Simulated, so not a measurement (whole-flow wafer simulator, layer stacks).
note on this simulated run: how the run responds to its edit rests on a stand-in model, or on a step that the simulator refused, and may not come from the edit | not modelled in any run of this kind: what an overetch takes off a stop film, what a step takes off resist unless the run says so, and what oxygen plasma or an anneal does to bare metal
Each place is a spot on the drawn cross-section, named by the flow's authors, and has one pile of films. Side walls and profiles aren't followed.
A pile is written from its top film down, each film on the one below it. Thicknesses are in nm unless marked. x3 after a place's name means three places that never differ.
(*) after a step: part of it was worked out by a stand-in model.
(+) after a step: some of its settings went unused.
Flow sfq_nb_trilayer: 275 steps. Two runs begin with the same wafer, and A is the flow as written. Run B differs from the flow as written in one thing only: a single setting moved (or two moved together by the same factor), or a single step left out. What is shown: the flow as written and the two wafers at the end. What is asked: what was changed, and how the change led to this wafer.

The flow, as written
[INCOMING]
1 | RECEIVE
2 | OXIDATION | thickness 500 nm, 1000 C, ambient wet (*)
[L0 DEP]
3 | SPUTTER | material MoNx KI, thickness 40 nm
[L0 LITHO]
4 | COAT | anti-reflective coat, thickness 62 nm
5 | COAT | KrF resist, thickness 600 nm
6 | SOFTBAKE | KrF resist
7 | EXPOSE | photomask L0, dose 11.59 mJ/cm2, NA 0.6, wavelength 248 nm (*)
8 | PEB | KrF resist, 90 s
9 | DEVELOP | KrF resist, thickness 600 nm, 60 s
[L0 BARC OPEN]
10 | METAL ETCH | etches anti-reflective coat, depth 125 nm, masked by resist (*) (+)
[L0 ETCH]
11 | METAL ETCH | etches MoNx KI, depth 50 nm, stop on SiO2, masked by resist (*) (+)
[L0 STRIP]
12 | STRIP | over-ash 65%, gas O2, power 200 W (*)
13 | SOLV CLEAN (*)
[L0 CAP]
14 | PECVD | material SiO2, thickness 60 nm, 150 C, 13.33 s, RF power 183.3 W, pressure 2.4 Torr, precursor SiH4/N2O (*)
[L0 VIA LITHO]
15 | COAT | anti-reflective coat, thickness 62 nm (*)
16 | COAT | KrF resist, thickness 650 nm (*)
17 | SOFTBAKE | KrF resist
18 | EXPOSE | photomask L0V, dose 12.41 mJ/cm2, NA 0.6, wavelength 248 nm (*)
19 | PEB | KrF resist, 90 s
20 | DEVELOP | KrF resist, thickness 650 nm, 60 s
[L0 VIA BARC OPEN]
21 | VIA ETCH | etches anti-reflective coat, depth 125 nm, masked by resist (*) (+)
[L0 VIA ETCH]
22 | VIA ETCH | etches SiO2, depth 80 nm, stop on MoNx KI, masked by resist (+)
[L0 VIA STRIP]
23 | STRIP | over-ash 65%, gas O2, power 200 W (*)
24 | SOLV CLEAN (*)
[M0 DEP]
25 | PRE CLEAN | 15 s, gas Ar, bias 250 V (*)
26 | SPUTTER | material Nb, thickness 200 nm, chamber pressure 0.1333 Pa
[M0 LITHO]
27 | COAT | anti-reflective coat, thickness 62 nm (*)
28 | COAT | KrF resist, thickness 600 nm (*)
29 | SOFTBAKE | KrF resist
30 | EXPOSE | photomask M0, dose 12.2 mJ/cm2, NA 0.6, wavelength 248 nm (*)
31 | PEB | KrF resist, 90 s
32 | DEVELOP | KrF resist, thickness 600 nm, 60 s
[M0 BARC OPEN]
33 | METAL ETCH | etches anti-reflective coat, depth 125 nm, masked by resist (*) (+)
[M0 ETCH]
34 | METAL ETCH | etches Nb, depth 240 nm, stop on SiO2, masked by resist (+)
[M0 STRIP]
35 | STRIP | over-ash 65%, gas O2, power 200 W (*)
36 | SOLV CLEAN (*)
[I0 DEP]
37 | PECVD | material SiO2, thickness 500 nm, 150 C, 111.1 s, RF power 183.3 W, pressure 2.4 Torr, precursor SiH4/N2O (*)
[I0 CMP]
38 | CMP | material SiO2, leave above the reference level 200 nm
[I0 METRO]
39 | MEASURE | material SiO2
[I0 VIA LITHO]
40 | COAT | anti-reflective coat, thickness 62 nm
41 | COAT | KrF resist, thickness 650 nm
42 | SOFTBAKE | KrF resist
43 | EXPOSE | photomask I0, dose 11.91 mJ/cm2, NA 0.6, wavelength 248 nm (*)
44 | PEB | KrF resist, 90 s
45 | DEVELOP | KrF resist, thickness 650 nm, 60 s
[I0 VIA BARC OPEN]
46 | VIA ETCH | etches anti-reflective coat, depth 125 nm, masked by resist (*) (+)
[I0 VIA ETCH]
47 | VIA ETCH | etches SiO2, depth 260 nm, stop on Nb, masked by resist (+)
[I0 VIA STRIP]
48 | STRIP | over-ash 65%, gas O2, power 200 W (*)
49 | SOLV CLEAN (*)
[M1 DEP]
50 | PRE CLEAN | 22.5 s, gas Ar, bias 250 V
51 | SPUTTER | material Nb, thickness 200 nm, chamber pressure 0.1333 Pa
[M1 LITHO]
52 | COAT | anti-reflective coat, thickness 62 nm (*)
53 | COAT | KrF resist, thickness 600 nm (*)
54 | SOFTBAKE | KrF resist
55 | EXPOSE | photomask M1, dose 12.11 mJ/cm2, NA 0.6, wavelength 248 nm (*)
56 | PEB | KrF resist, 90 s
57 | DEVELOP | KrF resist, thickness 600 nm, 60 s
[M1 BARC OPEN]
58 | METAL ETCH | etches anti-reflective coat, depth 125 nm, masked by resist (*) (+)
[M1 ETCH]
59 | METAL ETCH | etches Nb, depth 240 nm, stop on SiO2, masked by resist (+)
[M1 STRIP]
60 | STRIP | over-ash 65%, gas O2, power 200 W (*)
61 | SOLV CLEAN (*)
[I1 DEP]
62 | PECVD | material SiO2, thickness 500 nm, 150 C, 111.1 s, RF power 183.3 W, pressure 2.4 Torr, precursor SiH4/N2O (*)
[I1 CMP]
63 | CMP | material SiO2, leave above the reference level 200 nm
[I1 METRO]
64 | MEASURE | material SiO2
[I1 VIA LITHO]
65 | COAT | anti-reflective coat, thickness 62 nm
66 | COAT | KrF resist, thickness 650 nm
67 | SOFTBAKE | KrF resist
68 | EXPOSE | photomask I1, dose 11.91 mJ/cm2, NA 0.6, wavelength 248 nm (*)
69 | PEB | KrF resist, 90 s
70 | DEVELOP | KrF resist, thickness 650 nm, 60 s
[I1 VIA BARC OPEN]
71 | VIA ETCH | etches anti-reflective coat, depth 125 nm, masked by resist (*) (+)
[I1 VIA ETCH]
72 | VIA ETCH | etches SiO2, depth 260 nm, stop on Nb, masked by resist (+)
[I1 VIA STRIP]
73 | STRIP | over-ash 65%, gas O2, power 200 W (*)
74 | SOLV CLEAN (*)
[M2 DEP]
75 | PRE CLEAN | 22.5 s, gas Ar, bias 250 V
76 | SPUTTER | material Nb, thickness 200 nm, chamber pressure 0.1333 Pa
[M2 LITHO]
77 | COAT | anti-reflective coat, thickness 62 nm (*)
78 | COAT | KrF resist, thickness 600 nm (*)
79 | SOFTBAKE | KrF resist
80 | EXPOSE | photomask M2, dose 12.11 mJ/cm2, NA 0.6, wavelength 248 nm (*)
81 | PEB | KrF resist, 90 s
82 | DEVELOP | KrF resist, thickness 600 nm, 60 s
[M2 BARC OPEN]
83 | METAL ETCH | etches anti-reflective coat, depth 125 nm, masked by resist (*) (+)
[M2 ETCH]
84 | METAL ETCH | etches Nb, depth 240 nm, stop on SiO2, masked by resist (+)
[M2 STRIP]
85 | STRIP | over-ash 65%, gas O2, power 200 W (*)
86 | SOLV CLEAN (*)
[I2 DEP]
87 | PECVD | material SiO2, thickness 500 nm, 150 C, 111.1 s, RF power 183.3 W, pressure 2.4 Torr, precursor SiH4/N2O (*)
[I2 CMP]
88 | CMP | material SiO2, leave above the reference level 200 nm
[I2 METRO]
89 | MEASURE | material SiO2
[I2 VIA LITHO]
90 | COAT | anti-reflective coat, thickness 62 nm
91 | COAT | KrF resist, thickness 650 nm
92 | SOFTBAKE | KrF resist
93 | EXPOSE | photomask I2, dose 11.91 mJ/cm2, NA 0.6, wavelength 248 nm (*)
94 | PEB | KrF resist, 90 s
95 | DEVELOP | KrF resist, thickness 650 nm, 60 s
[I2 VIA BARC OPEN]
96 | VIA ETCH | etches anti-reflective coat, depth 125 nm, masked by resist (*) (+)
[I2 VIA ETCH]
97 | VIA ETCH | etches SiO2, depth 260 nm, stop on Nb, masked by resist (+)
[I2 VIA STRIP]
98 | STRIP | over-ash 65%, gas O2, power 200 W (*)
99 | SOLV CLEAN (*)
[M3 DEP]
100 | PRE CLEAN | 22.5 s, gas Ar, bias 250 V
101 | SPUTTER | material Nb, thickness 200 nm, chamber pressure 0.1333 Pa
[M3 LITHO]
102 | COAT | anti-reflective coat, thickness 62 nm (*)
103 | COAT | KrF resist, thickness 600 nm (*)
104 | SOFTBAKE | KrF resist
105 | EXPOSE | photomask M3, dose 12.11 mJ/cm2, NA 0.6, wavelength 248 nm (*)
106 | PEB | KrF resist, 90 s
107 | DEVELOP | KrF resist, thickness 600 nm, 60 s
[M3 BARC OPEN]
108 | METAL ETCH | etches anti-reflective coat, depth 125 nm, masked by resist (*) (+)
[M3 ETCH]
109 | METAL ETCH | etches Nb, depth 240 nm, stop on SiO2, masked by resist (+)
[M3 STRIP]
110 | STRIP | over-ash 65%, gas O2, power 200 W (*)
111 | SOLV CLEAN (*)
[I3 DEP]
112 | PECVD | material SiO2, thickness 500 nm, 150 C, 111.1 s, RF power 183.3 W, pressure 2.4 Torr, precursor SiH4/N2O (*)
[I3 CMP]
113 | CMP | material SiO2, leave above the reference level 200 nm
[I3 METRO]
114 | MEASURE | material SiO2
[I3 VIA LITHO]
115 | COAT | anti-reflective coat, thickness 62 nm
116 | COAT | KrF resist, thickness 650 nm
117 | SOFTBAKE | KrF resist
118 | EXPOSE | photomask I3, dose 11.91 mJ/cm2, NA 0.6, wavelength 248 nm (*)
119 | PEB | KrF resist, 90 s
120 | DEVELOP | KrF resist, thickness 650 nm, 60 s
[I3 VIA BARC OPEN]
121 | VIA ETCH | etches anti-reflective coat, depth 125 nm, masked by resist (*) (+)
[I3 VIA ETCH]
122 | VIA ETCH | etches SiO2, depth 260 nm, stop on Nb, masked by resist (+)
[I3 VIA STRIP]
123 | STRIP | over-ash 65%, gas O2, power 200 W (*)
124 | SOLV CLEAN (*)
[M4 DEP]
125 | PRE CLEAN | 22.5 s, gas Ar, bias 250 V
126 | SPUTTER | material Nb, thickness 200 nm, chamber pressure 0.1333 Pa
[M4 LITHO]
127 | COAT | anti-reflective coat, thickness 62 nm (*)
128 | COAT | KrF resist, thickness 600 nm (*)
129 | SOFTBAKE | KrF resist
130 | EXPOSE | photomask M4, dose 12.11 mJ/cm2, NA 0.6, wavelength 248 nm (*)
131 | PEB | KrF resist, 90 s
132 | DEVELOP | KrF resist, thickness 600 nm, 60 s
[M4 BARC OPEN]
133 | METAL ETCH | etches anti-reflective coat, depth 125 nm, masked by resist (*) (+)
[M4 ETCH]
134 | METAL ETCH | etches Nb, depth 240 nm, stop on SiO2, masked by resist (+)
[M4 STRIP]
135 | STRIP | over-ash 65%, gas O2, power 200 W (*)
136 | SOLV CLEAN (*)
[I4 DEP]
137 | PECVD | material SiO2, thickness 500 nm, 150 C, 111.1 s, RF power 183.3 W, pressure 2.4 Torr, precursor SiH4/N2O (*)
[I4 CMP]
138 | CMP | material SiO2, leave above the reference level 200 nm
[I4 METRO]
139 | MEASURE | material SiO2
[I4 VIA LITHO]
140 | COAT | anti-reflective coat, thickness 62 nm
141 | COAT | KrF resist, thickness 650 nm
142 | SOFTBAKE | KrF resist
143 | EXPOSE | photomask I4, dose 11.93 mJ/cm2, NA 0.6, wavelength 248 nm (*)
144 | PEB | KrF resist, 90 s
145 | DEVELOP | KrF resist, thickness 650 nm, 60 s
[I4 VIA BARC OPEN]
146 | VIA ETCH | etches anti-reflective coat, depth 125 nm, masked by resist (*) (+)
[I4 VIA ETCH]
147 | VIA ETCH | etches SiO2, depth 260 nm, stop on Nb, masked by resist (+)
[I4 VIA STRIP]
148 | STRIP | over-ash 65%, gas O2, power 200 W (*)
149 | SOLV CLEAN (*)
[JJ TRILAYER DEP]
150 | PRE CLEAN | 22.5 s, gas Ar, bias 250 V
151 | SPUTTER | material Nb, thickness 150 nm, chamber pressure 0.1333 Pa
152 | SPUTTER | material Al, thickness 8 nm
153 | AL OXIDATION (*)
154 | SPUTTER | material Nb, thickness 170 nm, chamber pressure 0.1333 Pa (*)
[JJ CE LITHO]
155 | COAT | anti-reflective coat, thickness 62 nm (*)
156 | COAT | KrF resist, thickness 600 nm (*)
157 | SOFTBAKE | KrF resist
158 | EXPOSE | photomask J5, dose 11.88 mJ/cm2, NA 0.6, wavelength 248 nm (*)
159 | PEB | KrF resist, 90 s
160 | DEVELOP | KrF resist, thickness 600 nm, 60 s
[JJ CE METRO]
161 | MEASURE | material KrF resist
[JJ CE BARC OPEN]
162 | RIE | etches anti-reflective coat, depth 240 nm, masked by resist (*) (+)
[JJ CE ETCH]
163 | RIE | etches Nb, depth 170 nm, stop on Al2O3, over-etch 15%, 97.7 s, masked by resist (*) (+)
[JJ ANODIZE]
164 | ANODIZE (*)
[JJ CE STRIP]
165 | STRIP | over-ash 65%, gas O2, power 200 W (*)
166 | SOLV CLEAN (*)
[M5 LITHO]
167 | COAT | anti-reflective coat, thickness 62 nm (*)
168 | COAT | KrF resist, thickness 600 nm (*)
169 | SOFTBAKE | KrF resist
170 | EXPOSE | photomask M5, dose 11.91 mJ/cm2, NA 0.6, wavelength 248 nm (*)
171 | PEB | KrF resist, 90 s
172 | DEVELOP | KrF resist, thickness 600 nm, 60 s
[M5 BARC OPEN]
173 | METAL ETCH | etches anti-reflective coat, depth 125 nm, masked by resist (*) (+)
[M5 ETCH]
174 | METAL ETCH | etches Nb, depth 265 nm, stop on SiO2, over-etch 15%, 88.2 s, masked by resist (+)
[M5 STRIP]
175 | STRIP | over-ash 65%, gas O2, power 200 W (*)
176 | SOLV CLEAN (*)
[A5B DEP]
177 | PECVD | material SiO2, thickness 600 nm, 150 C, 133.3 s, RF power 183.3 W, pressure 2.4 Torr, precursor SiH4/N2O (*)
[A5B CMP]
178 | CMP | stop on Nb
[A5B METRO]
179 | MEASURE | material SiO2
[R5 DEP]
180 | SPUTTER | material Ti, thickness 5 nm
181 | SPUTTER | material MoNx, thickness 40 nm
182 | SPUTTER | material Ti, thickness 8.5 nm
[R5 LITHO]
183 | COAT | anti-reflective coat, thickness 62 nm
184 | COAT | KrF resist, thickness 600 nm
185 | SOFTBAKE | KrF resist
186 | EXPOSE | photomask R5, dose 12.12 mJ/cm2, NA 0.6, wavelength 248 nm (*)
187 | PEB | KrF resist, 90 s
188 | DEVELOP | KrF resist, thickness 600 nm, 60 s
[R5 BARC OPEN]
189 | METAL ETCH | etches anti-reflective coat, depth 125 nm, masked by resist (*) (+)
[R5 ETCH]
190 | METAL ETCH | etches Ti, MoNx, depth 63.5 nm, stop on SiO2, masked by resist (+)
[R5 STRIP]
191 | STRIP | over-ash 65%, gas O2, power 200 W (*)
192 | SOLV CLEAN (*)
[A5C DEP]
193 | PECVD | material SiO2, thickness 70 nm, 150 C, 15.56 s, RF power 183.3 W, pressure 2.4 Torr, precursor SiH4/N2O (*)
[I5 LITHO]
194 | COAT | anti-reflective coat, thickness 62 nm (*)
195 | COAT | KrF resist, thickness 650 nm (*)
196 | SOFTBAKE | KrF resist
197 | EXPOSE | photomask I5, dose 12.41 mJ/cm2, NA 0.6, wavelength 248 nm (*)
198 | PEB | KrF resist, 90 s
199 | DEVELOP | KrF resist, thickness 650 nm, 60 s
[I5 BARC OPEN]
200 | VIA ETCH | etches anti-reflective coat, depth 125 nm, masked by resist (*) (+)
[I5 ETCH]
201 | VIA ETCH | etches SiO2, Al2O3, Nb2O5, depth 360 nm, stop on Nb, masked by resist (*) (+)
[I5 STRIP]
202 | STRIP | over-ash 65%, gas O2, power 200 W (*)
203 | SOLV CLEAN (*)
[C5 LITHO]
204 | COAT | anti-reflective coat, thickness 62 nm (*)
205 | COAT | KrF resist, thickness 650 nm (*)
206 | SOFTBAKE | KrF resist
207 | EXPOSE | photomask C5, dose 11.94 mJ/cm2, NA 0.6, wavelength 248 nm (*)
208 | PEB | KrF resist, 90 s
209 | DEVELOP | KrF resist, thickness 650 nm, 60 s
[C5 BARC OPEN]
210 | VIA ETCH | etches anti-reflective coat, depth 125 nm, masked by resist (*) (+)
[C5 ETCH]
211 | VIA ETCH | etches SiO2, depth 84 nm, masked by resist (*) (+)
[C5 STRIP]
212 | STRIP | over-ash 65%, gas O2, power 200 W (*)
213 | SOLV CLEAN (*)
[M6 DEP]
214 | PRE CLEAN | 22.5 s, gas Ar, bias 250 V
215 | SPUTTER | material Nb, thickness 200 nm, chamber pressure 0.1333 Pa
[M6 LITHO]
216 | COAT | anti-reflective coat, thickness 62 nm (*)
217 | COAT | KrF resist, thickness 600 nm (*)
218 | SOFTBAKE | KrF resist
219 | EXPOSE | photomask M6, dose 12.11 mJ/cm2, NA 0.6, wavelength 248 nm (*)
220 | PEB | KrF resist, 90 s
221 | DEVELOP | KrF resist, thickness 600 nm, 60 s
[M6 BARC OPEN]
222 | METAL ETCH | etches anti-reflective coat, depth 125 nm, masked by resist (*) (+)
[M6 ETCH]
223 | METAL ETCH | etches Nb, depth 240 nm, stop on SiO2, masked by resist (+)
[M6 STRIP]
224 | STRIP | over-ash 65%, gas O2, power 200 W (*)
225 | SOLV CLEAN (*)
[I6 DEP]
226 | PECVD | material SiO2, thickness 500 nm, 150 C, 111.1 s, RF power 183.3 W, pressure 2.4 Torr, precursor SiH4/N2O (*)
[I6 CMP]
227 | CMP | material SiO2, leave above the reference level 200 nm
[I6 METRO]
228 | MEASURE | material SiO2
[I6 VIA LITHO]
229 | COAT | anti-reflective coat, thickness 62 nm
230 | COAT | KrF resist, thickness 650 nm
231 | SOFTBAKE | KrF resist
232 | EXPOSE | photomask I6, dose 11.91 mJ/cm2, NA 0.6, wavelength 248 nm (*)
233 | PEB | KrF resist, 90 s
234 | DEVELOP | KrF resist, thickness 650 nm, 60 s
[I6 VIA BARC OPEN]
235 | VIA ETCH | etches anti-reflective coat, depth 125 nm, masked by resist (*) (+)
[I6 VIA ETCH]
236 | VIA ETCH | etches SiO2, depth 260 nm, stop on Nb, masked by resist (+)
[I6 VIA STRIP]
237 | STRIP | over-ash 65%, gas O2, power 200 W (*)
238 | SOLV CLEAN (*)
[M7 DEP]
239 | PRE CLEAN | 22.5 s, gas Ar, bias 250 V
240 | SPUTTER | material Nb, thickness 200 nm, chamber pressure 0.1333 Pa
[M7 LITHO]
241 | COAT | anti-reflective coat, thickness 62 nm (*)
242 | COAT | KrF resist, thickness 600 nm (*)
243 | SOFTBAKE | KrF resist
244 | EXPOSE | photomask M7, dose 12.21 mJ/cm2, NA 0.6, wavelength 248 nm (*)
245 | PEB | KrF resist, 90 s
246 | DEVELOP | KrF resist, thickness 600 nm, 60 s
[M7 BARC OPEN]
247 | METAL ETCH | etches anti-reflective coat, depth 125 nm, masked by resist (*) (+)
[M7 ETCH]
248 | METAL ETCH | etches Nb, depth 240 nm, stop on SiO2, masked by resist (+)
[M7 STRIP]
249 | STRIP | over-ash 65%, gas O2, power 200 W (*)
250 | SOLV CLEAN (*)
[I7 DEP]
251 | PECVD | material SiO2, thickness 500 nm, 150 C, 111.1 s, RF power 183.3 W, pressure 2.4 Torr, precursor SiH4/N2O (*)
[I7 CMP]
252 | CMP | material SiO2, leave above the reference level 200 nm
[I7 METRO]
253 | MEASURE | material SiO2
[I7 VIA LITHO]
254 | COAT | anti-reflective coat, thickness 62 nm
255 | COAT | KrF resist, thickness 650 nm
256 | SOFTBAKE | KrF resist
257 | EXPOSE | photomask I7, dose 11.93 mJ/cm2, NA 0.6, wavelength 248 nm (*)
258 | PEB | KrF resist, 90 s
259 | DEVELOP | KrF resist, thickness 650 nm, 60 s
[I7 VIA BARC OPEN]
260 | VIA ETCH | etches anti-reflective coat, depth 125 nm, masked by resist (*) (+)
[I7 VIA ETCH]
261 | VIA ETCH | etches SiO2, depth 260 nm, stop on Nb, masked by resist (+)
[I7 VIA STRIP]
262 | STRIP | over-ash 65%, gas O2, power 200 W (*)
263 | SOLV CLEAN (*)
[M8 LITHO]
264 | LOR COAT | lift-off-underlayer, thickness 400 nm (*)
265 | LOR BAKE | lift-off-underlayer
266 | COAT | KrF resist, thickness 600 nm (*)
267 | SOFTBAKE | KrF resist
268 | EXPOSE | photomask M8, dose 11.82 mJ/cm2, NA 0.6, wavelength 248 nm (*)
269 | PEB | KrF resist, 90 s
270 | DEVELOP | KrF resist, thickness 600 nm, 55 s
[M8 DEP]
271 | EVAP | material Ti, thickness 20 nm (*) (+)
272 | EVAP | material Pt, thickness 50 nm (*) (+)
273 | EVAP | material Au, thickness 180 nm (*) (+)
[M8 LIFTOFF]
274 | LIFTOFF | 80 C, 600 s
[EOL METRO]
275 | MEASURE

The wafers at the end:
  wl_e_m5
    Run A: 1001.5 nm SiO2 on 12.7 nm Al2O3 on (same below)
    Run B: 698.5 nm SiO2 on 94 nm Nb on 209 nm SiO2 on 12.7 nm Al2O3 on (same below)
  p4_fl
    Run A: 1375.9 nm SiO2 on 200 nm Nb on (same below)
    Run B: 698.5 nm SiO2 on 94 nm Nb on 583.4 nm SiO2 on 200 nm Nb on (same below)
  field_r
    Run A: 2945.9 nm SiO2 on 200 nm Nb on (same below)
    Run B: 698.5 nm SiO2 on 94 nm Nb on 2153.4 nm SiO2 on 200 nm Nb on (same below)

What caused this: step 223, METAL ETCH: depth 106 nm was run, whereas the flow has depth 240 nm.

How this came from the change, step by step:
  223 | METAL ETCH | etches Nb, depth 240 nm, stop on SiO2, masked by resist (+)
      field_l, gap, moat and 76 more: A Nb loses 200 (all of it) | B Nb loses 106
      v_sur, via_wl, via_w and 24 more: A KrF resist loses 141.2 | B KrF resist loses 62.4
  224 | STRIP | over-ash 65%, gas O2, power 200 W (*)
      wl_j_sl, wl_j_sr: A KrF resist loses 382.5 (all of it), anti-reflective coat loses 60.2 (all of it) | B KrF resist loses 461.3 (all of it), anti-reflective coat loses 60.2 (all of it)
      wl_c_m6, wl_f_m6: A KrF resist loses 382.3 (all of it), anti-reflective coat loses 62 (all of it) | B KrF resist loses 461.1 (all of it), anti-reflective coat loses 62 (all of it)
      (and at 23 other places as well)
  226 | PECVD | material SiO2, thickness 500 nm, 150 C, 111.1 s, RF power 183.3 W, pressure 2.4 Torr, precursor SiH4/N2O (*)
      field_l, p4_fl, p4_fm and 62 more: A SiO2 gains 500 | B SiO2 gains 500 (new film)
      moat, field_r, lsp_l, ln_m5, lsp_m: A SiO2 gains 493.6 | B SiO2 gains 500 (new film)
      (and at 9 other places as well)
  227 | CMP | material SiO2, leave above the reference level 200 nm
      field_l, p4_fl, p4_fm and 59 more: A SiO2 loses 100 | B SiO2 loses 194
      moat, field_r, lsp_l, ln_m5, lsp_m: A SiO2 loses 93.6 | B SiO2 loses 194
      (and at 12 other places as well)
With metal films that touch counted as one body, wl_e_m5 has 7 bodies (between them, from the top down: SiO2 209 / Al2O3 12.7 / Nb2O5 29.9; SiO2 192.5; SiO2 192.5; SiO2 192.5; SiO2 192.5; SiO2 192.5); the flow as written gives 6 bodies (between them, from the top down: SiO2 192.5; SiO2 192.5; SiO2 192.5; SiO2 192.5; SiO2 192.5).
With metal films that touch counted as one body, p4_fl has 3 bodies (between them, from the top down: SiO2 583.4; SiO2 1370); the flow as written gives 2 bodies (between them, from the top down: SiO2 1370).
With metal films that touch counted as one body, field_r has 2 bodies (between them, from the top down: SiO2 2153.4); the flow as written gives 1 body.
